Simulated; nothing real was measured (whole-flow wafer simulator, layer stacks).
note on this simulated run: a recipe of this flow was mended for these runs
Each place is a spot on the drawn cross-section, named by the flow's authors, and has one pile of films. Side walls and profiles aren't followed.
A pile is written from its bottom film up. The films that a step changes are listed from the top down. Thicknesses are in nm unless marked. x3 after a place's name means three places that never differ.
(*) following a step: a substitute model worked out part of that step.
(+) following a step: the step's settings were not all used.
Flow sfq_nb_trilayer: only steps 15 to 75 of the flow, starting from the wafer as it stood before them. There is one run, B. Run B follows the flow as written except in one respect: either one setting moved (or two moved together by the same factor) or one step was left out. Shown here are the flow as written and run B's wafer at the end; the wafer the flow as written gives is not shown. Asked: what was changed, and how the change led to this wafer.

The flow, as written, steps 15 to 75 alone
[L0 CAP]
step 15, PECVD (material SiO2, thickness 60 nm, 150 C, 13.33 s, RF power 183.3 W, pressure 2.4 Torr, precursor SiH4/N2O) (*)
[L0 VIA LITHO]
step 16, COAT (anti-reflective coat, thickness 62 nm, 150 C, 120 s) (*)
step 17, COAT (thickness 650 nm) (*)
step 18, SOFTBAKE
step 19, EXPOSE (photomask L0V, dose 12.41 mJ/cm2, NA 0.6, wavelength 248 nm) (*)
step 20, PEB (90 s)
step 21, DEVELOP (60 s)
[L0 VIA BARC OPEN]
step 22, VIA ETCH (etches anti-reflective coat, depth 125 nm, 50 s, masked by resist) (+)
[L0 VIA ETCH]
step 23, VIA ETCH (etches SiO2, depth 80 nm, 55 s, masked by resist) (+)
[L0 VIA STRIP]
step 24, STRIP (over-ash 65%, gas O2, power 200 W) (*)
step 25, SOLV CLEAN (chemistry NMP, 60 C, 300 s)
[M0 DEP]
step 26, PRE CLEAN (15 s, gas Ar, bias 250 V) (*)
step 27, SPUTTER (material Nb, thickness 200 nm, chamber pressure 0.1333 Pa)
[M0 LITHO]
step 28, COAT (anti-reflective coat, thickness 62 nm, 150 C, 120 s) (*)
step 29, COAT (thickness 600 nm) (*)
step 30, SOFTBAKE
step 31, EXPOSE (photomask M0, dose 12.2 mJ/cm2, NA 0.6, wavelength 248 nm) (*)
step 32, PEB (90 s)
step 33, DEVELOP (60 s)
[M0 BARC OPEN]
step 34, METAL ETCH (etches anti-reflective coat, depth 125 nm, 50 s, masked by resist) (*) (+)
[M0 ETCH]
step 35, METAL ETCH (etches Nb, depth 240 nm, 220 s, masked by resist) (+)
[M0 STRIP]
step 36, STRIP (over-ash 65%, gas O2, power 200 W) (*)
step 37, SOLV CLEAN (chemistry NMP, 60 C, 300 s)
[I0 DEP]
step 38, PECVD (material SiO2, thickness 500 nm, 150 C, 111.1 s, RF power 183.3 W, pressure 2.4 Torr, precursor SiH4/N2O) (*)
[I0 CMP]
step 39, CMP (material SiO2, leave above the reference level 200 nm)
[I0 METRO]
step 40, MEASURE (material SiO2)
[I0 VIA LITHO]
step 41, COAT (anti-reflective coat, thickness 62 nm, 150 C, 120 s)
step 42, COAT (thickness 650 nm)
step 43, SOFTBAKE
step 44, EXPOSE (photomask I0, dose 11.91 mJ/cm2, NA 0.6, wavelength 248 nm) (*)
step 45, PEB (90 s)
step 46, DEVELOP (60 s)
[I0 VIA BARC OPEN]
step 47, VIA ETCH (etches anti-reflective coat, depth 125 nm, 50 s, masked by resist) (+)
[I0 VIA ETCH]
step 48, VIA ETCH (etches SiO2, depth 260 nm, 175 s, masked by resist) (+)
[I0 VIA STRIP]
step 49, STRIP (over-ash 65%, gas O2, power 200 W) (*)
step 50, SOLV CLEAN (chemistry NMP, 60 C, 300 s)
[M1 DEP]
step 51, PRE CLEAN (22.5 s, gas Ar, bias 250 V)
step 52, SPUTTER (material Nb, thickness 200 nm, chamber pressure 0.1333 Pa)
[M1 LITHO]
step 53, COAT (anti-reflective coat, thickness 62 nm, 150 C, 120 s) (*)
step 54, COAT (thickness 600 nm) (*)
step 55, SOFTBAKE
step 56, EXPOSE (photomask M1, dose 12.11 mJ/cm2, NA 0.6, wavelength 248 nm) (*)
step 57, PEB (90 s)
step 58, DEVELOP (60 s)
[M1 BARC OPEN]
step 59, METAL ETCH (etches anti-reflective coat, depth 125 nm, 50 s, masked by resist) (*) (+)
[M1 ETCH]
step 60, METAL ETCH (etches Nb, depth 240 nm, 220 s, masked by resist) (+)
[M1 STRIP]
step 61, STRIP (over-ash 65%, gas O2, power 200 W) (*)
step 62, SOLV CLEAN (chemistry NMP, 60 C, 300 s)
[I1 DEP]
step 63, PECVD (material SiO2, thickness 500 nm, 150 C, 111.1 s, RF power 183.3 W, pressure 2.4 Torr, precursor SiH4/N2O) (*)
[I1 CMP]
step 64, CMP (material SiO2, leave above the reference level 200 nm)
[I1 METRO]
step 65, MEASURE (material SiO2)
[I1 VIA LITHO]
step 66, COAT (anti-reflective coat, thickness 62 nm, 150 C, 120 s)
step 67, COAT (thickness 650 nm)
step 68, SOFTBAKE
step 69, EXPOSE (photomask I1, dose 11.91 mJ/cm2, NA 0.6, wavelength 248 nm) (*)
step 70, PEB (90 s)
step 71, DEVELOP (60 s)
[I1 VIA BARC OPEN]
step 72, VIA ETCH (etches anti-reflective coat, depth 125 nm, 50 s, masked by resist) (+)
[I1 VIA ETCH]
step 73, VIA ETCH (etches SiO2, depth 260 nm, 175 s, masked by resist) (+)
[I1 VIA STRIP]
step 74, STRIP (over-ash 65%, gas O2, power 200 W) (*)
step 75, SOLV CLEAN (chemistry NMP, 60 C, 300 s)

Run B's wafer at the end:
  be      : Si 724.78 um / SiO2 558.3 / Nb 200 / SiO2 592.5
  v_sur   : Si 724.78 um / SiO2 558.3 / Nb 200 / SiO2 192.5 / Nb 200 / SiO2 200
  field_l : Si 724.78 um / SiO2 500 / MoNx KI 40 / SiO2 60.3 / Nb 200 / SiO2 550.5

Cause: step 15, PECVD: pressure 2.04 Torr was run, whereas the flow has pressure 2.4 Torr.

How this came from the change, step by step:
  step 15, PECVD (material SiO2, thickness 60 nm, 150 C, 13.33 s, RF power 183.3 W, pressure 2.4 Torr, precursor SiH4/N2O) (*)
      v_sur, via_wl, via_w and 97 more: SiO2 gains 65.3 (it would be, as written: SiO2 gains 60)
      field_l, l0_sur, l0v, l0r_line_l, l0r_line_c, l0r_line_r: SiO2 gains 65.3 (new film) (it would be, as written: SiO2 gains 60 (new film))
  step 23, VIA ETCH (etches SiO2, depth 80 nm, 55 s, masked by resist) (+)
      l0v: SiO2 loses 65 (all of it), MoNx KI loses 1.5 (it would be, as written: SiO2 loses 59.7 (all of it), MoNx KI loses 2.03)
  step 28, COAT (anti-reflective coat, thickness 62 nm, 150 C, 120 s) (*)
      l0_sur: anti-reflective coat gains 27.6 (new film) (it would be, as written: anti-reflective coat gains 29.3 (new film))
      l0v: anti-reflective coat gains 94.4 (new film) (it would be, as written: anti-reflective coat gains 92.5 (new film))
  step 36, STRIP (over-ash 65%, gas O2, power 200 W) (*)
      l0_sur: KrF-resist-other-grade loses 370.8 (all of it), anti-reflective coat loses 27.6 (all of it) (it would be, as written: KrF-resist-other-grade loses 370 (all of it), anti-reflective coat loses 29.3 (all of it))
      l0v: KrF-resist-other-grade loses 376.8 (all of it), anti-reflective coat loses 94.4 (all of it) (it would be, as written: KrF-resist-other-grade loses 374.1 (all of it), anti-reflective coat loses 92.5 (all of it))
  step 39, CMP (material SiO2, leave above the reference level 200 nm)
      l0v: SiO2 loses 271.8 (it would be, as written: SiO2 loses 277.4)
